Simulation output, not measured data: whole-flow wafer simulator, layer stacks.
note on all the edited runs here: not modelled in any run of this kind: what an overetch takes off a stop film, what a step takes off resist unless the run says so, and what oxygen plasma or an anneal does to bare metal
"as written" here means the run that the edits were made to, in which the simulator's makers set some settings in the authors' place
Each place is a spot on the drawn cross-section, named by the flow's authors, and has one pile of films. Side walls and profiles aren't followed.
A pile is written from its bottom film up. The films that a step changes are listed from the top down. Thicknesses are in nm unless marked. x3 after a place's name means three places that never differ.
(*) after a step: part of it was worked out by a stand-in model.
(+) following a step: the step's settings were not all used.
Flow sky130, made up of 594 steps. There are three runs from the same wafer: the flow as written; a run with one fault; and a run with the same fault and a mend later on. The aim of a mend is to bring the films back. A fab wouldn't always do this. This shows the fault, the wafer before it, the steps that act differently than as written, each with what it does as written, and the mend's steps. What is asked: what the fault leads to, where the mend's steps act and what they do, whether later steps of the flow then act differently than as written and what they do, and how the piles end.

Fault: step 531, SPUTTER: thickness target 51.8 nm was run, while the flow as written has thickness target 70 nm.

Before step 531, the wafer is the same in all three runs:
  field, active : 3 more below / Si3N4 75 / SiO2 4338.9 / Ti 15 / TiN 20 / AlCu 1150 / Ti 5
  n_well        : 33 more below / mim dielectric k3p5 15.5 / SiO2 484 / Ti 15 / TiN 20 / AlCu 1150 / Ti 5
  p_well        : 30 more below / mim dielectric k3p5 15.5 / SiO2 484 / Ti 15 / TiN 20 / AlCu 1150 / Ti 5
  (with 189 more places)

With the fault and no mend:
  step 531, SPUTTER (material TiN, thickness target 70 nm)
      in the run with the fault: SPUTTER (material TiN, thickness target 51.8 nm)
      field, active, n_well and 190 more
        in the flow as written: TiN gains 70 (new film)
        in the run with the fault: TiN gains 51.8 (new film)
  Steps further on in the flow that do not act as written (18 more steps, not shown, differ only slightly: by at most 2% or 0.5 nm, whichever is larger):
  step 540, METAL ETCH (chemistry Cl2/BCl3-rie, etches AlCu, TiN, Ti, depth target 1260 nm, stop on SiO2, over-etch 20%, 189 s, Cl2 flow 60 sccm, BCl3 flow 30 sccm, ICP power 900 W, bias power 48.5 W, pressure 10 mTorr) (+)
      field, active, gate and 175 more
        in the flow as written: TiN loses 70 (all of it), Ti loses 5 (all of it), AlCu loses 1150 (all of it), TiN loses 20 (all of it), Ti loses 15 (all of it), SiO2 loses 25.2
        in the run with the fault: TiN loses 51.8 (all of it), Ti loses 5 (all of it), AlCu loses 1150 (all of it), TiN loses 20 (all of it), Ti loses 15 (all of it), SiO2 loses 27
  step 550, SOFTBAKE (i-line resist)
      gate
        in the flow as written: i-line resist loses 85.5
        in the run with the fault: i-line resist loses 83.7
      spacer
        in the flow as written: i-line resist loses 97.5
        in the run with the fault: i-line resist loses 95.4
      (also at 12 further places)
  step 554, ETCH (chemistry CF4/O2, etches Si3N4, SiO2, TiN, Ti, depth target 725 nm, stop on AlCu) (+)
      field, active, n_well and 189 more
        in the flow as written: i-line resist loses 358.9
        in the run with the fault: i-line resist loses 340.7
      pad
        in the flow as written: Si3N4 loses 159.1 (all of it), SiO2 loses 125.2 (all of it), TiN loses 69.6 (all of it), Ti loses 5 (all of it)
        in the run with the fault: Si3N4 loses 159.1 (all of it), SiO2 loses 125.2 (all of it), TiN loses 51.4 (all of it), Ti loses 5 (all of it)
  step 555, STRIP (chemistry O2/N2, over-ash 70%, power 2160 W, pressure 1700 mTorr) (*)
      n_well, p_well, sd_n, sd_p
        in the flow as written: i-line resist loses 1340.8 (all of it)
        in the run with the fault: i-line resist loses 1375 (all of it)
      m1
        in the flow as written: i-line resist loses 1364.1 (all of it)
        in the run with the fault: i-line resist loses 1398 (all of it)
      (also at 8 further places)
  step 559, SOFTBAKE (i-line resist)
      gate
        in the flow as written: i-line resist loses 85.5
        in the run with the fault: i-line resist loses 83.7
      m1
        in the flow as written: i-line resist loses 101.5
        in the run with the fault: i-line resist loses 99.4
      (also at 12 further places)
  At n_well, p_well, sd_n and 11 more, the piles at the end differ from the flow's by more than 2% or 0.5 nm, whichever is larger.
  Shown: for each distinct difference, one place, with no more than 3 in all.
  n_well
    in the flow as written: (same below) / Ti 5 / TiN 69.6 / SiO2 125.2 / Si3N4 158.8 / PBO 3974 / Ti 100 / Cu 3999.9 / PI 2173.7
    in the run with the fault: (same below) / Ti 5 / TiN 51.4 / SiO2 125.2 / Si3N4 158.8 / PBO 3987.1 / Ti 100 / Cu 3999.9 / PI 2175.8
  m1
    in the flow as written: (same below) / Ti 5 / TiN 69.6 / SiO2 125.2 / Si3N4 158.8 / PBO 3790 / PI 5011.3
    in the run with the fault: (same below) / Ti 5 / TiN 51.4 / SiO2 125.2 / Si3N4 158.8 / PBO 3805.1 / PI 5012.2
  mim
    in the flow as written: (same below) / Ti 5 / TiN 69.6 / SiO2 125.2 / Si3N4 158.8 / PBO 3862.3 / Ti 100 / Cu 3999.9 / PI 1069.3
    in the run with the fault: (same below) / Ti 5 / TiN 51.4 / SiO2 125.2 / Si3N4 158.8 / PBO 3876.3 / Ti 100 / Cu 3999.9 / PI 1070.9

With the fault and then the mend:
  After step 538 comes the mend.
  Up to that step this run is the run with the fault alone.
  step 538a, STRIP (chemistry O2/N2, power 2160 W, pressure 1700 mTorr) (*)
      n_well, p_well, sd_n and 9 more
        resist loses 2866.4 (all of it)
      m1, via4_hole
        resist loses 2868.5 (all of it)
      via4_enc
        resist loses 2866.3 (all of it)
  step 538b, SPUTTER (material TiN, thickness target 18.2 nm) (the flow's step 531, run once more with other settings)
      field, active, n_well and 190 more
        TiN gains 18.2
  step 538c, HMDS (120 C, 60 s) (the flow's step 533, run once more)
      leaves every film unchanged at each place that is followed
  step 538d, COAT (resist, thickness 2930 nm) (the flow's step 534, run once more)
      n_well, p_well, gate_hv and 172 more
        resist gains 2930 (new film)
      field, active, gate and 13 more
        resist gains 2929.9 (new film)
      m1, via4_hole
        resist gains 2932.1 (new film)
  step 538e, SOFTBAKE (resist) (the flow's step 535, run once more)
      field, active, gate, spacer, m1, sonos_cell, sonos_guard, sonos_guard_hv
        resist gains 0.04
      nwell_res
        resist gains 0.03
      pplus_nw
        resist gains 0.02
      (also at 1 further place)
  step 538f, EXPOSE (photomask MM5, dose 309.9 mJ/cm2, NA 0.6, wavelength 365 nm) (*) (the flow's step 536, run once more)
      leaves every film unchanged at each place that is followed
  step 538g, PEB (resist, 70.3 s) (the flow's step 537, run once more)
      field, active, n_well and 188 more
        resist loses 63.6
      m1, via4_hole
        resist loses 63.7
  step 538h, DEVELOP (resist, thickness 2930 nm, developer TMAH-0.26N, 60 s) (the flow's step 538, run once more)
      field, active, gate and 168 more
        resist loses 2866.4 (all of it)
      via1_hole, via1_enc, via2_hole, via2_enc, via3_hole, via3_enc, via_li1
        resist loses 2866.3 (all of it)
  Later steps of the flow that are run all act as written at every place that is followed.
  At every place that both follow, the piles at the end match the flow's.
